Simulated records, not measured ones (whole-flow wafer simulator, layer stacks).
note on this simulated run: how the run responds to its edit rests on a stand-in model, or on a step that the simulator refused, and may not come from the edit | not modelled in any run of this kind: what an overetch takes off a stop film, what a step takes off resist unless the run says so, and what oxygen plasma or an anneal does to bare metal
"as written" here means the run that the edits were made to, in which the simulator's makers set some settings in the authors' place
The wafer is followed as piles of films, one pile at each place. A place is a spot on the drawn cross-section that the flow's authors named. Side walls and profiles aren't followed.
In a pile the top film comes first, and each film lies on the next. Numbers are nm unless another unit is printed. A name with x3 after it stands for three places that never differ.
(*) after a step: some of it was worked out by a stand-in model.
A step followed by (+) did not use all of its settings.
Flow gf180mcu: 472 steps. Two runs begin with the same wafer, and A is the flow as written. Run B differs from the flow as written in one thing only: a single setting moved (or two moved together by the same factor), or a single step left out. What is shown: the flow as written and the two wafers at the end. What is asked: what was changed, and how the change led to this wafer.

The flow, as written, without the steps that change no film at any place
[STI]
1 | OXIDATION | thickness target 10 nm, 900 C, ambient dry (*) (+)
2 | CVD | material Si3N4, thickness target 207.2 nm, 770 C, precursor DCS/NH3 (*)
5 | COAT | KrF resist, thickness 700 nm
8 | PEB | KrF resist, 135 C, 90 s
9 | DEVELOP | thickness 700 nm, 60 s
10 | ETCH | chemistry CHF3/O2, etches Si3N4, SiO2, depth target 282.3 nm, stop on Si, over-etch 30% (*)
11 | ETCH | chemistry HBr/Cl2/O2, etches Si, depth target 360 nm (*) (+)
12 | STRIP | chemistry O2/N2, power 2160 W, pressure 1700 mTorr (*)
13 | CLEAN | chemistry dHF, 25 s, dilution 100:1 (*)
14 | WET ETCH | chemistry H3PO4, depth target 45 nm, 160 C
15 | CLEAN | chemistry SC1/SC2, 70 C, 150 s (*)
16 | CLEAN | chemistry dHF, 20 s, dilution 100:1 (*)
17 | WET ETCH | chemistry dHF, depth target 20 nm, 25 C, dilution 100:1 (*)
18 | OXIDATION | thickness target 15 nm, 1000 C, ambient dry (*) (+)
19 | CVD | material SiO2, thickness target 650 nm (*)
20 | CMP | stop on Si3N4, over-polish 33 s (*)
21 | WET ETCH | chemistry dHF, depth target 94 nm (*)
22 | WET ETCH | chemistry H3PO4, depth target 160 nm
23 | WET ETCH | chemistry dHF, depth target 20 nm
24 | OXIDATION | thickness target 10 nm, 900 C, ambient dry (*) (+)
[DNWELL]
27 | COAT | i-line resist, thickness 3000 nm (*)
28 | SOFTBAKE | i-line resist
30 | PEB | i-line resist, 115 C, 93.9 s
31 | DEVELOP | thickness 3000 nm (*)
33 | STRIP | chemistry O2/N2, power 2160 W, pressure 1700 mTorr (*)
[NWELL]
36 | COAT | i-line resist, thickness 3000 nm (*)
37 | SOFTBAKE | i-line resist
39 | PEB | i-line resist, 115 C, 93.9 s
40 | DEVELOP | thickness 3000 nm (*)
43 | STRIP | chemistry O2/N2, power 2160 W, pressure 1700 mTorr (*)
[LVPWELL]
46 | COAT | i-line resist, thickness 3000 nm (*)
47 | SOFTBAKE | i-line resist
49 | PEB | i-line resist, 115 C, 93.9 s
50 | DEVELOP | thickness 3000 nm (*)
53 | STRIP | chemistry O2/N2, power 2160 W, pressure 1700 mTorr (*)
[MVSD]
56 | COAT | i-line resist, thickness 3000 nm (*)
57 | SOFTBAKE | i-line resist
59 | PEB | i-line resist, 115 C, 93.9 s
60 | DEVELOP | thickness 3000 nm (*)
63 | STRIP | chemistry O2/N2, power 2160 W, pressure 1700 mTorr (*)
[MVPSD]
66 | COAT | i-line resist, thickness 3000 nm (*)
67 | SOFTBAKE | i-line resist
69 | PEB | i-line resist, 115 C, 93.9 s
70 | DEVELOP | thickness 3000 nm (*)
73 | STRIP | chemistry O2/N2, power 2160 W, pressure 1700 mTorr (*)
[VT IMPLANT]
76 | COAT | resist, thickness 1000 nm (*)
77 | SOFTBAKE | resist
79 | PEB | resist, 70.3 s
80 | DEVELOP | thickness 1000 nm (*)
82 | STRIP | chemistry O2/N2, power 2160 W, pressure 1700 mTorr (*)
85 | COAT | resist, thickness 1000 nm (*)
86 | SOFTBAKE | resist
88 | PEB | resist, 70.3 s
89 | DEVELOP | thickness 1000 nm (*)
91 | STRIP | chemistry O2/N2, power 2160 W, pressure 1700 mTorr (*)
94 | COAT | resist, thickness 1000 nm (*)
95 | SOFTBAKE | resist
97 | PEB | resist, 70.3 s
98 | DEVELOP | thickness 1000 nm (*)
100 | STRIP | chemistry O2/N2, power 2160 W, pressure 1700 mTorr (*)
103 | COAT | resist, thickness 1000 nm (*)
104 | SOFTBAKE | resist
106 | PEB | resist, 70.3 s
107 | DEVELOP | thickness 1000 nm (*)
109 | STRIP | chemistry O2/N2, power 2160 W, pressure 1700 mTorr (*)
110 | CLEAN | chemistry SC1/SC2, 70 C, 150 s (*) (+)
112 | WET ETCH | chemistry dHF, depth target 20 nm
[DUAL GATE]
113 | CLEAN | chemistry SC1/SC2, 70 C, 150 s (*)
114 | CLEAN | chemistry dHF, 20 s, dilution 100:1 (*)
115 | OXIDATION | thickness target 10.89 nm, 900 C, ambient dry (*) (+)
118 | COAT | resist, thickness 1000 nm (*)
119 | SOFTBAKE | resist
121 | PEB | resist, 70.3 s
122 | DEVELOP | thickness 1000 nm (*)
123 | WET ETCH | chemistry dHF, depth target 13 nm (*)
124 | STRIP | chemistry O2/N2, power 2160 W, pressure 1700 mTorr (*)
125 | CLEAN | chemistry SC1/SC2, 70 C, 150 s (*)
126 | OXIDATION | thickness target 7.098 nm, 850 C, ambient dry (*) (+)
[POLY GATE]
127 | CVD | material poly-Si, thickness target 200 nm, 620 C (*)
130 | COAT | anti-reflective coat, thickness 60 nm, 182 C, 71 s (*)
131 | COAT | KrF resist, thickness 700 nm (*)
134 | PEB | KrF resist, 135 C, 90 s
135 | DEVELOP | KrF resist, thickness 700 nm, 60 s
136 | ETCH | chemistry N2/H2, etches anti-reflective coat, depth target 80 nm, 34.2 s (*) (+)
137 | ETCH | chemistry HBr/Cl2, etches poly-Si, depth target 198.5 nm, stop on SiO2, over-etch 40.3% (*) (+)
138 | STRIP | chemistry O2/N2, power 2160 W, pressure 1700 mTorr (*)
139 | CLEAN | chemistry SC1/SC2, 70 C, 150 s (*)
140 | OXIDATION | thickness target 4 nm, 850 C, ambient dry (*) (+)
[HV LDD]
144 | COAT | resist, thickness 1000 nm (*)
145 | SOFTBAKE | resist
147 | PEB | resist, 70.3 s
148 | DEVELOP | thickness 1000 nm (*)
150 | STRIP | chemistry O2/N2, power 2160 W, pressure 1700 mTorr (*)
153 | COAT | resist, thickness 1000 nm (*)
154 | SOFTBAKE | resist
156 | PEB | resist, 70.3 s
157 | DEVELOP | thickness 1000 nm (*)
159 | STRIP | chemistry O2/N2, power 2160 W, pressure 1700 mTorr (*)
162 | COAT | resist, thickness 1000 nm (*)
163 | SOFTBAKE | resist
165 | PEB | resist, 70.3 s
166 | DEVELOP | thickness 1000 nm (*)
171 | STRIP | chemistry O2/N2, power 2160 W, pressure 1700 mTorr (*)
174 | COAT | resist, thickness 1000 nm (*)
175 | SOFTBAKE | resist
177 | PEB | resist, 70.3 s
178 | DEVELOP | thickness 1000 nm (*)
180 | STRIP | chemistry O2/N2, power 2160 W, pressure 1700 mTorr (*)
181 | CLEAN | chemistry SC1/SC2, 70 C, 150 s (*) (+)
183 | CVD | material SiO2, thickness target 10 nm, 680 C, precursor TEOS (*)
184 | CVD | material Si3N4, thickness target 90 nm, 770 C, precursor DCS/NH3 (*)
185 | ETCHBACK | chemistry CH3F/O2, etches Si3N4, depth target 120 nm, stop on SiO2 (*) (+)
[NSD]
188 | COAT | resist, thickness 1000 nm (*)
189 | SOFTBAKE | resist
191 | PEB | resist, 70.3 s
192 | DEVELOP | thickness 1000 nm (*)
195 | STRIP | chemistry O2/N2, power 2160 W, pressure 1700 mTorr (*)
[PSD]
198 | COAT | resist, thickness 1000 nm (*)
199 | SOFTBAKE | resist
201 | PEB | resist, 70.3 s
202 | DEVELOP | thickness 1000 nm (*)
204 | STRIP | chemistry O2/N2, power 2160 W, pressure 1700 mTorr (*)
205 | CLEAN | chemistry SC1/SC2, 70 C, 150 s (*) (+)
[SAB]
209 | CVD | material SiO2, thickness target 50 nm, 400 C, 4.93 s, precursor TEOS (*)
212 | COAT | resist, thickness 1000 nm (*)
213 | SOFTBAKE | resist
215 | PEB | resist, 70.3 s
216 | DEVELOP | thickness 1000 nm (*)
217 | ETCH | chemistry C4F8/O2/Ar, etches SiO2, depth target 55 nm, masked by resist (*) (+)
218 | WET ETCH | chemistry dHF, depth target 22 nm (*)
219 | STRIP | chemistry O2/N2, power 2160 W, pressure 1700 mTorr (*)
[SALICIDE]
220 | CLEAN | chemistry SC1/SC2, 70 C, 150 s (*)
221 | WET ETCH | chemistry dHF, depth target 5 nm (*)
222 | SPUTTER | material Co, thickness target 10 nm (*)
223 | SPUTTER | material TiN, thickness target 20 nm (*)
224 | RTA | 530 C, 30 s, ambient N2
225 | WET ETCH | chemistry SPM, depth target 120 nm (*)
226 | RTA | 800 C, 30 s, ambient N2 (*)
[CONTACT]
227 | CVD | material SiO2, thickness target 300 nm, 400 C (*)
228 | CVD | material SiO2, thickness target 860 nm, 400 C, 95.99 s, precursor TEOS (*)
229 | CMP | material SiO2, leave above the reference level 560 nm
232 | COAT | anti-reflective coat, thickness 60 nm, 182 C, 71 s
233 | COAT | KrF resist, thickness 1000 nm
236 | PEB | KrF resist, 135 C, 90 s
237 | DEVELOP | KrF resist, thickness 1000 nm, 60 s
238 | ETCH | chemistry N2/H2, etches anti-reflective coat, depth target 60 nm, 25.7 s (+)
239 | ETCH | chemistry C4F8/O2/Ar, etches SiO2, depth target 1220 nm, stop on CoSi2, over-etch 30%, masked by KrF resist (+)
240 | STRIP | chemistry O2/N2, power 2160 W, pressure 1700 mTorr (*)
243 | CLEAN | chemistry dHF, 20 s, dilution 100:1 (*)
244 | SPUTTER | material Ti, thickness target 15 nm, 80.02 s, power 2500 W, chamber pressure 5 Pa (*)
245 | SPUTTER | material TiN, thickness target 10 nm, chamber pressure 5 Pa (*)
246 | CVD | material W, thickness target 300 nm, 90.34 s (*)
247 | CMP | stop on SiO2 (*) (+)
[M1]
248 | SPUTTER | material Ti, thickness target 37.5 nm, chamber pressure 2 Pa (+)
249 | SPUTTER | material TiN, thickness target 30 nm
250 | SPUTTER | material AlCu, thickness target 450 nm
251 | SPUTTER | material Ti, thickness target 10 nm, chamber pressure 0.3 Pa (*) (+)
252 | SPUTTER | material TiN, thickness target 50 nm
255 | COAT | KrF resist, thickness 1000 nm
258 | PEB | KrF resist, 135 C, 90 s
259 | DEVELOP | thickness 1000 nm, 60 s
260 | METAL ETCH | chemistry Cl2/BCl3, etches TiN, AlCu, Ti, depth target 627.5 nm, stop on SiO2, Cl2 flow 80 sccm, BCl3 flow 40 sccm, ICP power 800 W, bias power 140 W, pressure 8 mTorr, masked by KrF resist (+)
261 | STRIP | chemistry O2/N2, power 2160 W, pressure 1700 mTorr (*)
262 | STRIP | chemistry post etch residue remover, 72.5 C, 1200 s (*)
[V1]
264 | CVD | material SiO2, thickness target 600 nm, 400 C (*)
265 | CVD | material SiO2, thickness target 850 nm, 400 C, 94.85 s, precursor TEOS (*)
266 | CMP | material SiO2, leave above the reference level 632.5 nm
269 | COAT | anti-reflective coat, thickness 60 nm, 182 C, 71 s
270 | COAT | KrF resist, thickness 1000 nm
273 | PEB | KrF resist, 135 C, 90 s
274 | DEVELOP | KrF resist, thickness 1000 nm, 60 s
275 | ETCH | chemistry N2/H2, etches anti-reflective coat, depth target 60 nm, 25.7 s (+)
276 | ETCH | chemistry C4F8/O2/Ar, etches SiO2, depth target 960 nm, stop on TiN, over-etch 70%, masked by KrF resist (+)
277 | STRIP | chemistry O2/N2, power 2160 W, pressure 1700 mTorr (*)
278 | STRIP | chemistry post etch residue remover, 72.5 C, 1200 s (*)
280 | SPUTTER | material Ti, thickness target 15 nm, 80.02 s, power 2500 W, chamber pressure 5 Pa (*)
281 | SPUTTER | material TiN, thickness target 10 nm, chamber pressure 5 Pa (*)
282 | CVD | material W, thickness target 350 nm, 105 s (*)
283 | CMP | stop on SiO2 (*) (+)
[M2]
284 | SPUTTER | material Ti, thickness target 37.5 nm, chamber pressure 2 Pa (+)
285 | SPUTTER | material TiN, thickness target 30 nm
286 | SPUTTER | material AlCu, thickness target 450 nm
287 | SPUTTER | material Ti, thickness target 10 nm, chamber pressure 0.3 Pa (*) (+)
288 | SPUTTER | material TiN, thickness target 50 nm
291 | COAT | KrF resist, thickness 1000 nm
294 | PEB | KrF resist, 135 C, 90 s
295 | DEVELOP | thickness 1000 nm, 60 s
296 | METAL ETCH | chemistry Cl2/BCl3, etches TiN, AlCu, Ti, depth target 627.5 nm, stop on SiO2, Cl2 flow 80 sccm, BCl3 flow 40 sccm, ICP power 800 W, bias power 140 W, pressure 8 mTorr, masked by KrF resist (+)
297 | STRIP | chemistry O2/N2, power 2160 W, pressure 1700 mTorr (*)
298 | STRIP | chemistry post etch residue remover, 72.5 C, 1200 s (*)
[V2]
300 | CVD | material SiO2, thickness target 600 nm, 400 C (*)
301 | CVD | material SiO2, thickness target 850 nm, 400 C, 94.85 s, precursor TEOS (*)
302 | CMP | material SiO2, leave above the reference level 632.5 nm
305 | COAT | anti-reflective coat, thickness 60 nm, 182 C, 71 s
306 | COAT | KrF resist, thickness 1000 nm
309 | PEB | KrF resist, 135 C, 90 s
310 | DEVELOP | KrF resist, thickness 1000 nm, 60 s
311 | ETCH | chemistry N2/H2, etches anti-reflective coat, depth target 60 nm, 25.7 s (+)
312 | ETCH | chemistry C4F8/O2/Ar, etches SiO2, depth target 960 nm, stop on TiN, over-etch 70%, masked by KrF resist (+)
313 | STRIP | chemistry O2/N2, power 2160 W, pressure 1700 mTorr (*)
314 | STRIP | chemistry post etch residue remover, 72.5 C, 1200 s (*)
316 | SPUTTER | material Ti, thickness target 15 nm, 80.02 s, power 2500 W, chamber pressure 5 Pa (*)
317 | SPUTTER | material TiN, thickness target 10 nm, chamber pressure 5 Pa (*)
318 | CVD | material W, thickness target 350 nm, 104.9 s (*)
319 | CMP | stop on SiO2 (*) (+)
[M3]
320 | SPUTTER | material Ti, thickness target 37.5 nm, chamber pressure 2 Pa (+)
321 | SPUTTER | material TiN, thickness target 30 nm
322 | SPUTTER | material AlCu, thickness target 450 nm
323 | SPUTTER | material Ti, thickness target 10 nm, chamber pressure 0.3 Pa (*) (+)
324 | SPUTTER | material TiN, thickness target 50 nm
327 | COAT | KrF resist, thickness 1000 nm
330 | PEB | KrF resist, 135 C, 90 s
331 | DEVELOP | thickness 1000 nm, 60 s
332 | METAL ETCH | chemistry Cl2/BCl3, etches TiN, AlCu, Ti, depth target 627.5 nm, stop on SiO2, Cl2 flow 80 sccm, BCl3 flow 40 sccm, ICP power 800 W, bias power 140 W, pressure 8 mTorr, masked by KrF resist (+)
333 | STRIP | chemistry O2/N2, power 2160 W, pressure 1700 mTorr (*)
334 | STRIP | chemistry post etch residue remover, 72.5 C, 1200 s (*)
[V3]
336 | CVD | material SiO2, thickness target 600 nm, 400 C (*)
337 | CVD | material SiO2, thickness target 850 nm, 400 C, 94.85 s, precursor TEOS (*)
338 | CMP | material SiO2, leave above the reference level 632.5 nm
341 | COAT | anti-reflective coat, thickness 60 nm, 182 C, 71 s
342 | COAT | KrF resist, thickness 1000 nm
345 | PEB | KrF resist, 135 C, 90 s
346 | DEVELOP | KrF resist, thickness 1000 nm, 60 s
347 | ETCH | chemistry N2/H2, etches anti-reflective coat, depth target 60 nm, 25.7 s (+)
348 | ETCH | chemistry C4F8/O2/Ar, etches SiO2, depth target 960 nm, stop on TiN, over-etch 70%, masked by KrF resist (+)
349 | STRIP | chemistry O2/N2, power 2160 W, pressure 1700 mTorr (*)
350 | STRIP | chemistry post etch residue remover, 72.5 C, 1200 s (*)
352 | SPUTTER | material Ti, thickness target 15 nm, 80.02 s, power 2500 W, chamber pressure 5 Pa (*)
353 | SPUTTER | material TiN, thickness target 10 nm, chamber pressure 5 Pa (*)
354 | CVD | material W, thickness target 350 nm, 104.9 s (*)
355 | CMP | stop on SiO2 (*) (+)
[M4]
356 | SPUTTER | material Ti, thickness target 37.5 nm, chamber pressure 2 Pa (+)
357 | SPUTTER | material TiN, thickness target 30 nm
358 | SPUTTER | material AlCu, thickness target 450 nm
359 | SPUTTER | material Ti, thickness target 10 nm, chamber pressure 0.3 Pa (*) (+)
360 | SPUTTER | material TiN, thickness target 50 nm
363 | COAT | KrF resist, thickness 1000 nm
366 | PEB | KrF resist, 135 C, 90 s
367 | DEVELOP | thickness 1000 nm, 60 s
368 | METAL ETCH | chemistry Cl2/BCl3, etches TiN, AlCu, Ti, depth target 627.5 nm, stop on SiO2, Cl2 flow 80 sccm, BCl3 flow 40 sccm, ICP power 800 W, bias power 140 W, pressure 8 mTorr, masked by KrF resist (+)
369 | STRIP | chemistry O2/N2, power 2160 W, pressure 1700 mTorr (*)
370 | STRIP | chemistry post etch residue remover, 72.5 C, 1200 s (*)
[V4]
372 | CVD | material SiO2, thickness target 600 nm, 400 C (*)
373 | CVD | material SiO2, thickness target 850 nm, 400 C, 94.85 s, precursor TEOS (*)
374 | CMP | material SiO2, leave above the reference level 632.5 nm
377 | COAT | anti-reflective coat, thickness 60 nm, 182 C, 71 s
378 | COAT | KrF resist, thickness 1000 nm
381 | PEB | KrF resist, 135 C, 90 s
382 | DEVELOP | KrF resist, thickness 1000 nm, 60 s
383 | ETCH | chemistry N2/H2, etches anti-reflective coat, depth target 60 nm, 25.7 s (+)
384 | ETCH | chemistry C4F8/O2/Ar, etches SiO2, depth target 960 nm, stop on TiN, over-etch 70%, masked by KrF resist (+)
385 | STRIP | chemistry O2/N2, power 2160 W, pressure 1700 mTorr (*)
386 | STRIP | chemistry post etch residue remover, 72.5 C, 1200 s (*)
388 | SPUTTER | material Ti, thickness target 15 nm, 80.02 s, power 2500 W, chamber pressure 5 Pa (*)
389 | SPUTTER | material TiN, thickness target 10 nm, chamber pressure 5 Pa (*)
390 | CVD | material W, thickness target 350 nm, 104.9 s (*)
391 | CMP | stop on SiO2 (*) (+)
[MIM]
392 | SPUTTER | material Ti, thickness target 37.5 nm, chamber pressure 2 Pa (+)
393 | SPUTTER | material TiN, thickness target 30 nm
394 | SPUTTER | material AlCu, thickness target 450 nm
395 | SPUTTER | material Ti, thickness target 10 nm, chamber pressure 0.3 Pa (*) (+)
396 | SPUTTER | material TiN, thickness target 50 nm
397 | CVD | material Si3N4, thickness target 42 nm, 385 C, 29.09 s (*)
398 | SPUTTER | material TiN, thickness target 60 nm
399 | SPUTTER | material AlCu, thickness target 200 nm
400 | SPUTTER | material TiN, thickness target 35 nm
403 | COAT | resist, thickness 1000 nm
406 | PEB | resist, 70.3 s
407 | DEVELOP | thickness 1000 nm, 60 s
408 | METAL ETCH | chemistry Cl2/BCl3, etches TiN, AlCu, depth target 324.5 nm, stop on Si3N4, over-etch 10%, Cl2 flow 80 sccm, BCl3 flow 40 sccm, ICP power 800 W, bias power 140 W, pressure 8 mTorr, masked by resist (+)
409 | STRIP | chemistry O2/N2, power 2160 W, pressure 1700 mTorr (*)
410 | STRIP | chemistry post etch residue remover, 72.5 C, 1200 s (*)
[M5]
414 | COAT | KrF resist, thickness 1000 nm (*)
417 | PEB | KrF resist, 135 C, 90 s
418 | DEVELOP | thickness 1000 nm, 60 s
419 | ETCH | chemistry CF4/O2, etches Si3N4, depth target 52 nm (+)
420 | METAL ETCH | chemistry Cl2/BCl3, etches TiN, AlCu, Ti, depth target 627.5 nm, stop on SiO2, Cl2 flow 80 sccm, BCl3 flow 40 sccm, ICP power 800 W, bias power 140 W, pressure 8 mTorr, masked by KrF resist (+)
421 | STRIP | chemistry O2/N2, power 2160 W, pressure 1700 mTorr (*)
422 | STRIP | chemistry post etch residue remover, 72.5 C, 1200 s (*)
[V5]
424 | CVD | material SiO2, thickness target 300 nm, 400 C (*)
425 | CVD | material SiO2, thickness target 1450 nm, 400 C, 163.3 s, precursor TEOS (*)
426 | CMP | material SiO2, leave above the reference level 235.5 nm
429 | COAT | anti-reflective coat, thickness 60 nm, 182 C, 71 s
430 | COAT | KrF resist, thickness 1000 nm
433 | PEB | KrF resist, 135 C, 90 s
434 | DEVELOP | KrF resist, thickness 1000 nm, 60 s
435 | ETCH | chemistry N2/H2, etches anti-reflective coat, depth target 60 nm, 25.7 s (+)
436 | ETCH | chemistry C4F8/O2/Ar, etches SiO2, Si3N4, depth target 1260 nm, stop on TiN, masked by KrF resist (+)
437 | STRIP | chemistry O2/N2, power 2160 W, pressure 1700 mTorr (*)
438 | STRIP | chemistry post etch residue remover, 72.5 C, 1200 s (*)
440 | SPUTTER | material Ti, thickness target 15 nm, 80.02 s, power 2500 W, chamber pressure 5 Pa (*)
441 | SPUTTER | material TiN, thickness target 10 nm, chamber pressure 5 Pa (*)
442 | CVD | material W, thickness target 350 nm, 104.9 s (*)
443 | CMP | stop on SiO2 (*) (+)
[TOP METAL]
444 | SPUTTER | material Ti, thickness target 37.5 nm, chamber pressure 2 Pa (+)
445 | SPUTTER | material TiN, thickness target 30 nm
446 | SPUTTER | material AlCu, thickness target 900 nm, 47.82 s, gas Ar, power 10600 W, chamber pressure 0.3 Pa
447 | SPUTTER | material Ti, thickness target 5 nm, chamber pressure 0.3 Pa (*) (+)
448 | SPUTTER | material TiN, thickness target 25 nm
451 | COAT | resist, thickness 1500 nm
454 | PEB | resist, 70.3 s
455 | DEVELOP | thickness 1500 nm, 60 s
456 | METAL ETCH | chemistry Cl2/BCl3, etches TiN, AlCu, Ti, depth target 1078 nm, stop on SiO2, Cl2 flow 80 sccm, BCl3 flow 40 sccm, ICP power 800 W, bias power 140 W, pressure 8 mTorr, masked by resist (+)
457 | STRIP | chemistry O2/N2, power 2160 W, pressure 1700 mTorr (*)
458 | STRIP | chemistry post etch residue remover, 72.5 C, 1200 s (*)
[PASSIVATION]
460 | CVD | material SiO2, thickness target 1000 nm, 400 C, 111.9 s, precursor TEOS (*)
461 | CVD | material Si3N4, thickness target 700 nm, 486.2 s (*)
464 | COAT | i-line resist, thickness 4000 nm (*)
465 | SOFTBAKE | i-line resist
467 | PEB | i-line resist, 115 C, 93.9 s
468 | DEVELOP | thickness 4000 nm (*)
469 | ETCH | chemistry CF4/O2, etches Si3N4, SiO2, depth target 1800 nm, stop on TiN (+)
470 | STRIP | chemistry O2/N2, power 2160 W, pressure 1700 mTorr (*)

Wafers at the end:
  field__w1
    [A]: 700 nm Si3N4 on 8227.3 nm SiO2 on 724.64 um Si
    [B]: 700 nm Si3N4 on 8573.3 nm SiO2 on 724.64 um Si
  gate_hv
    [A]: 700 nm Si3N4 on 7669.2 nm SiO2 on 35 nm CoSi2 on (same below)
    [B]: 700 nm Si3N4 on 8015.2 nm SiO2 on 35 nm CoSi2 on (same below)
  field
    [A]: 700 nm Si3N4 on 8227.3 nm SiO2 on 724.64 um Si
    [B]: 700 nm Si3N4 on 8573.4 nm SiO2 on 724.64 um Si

Cause: step 338, CMP: leave above the reference level 980.4 nm was run, while the flow as written has leave above the reference level 632.5 nm.

How this came from the change, step by step:
  338 | CMP | material SiO2, leave above the reference level 632.5 nm
      field, field__w1, field__w2 and 103 more: A SiO2 loses 300 | B nothing
      field__w8, contact, m1, m1__w1, m1_nw: A SiO2 loses 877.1 | B SiO2 loses 529.2
  341 | COAT | anti-reflective coat, thickness 60 nm, 182 C, 71 s
      field: A anti-reflective coat gains 60 (new film) | B anti-reflective coat gains 79.1 (new film)
      field__w8: A anti-reflective coat gains 60 (new film) | B anti-reflective coat gains 33.4 (new film)
      (and at 11 other places as well)
  347 | ETCH | chemistry N2/H2, etches anti-reflective coat, depth target 60 nm, 25.7 s (+)
      contact: A anti-reflective coat loses 60 (all of it), SiO2 loses 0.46 | B anti-reflective coat loses 35.5 (all of it), SiO2 loses 1.09
  348 | ETCH | chemistry C4F8/O2/Ar, etches SiO2, depth target 960 nm, stop on TiN, over-etch 70%, masked by KrF resist (+)
      contact: A SiO2 loses 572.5 (all of it) | B SiO2 loses 919.7 (all of it)
  349 | STRIP | chemistry O2/N2, power 2160 W, pressure 1700 mTorr (*)
      field: A KrF resist loses 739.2 (all of it), anti-reflective coat loses 60 (all of it) | B KrF resist loses 729.9 (all of it), anti-reflective coat loses 79.1 (all of it)
      field__w8: A KrF resist loses 739.2 (all of it), anti-reflective coat loses 60 (all of it) | B KrF resist loses 734.4 (all of it), anti-reflective coat loses 33.4 (all of it)
      (and at 11 other places as well)
  352 | SPUTTER | material Ti, thickness target 15 nm, 80.02 s, power 2500 W, chamber pressure 5 Pa (*)
      contact: A Ti gains 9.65 (new film) | B Ti gains 8.11 (new film)
  353 | SPUTTER | material TiN, thickness target 10 nm, chamber pressure 5 Pa (*)
      contact: A TiN gains 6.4 (new film) | B TiN gains 5.38 (new film)
  354 | CVD | material W, thickness target 350 nm, 104.9 s (*)
      contact: A W gains 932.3 (new film) | B W gains 1234.8 (new film)
  355 | CMP | stop on SiO2 (*) (+)
      field__w8, m1, m1__w1, m1_nw: A W loses 350 (all of it), TiN loses 10 (all of it), Ti loses 15 (all of it), SiO2 loses 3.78 | B W loses 350 (all of it), TiN loses 10 (all of it), Ti loses 15 (all of it), SiO2 loses 5.62
  363 | COAT | KrF resist, thickness 1000 nm
      field__w8: A KrF resist gains 1000 (new film) | B KrF resist gains 962.2 (new film)
      m1: A KrF resist gains 1000 (new film) | B KrF resist gains 961.6 (new film)
      (and at 2 other places as well)
  369 | STRIP | chemistry O2/N2, power 2160 W, pressure 1700 mTorr (*)
      field__w8: A KrF resist loses 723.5 (all of it) | B KrF resist loses 686.1 (all of it)
      m1: A KrF resist loses 723.5 (all of it) | B KrF resist loses 685.5 (all of it)
      (and at 2 other places as well)
  374 | CMP | material SiO2, leave above the reference level 632.5 nm
      field, field__w1, field__w2 and 103 more: A SiO2 loses 300 | B SiO2 loses 253.9
      contact: A SiO2 loses 877.1 | B SiO2 loses 831
  384 | ETCH | chemistry C4F8/O2/Ar, etches SiO2, depth target 960 nm, stop on TiN, over-etch 70%, masked by KrF resist (+)
      contact: A SiO2 loses 572.5 (all of it) | B SiO2 loses 618.5 (all of it)
  390 | CVD | material W, thickness target 350 nm, 104.9 s (*)
      contact: A W gains 932.3 (new film) | B W gains 978.5 (new film)
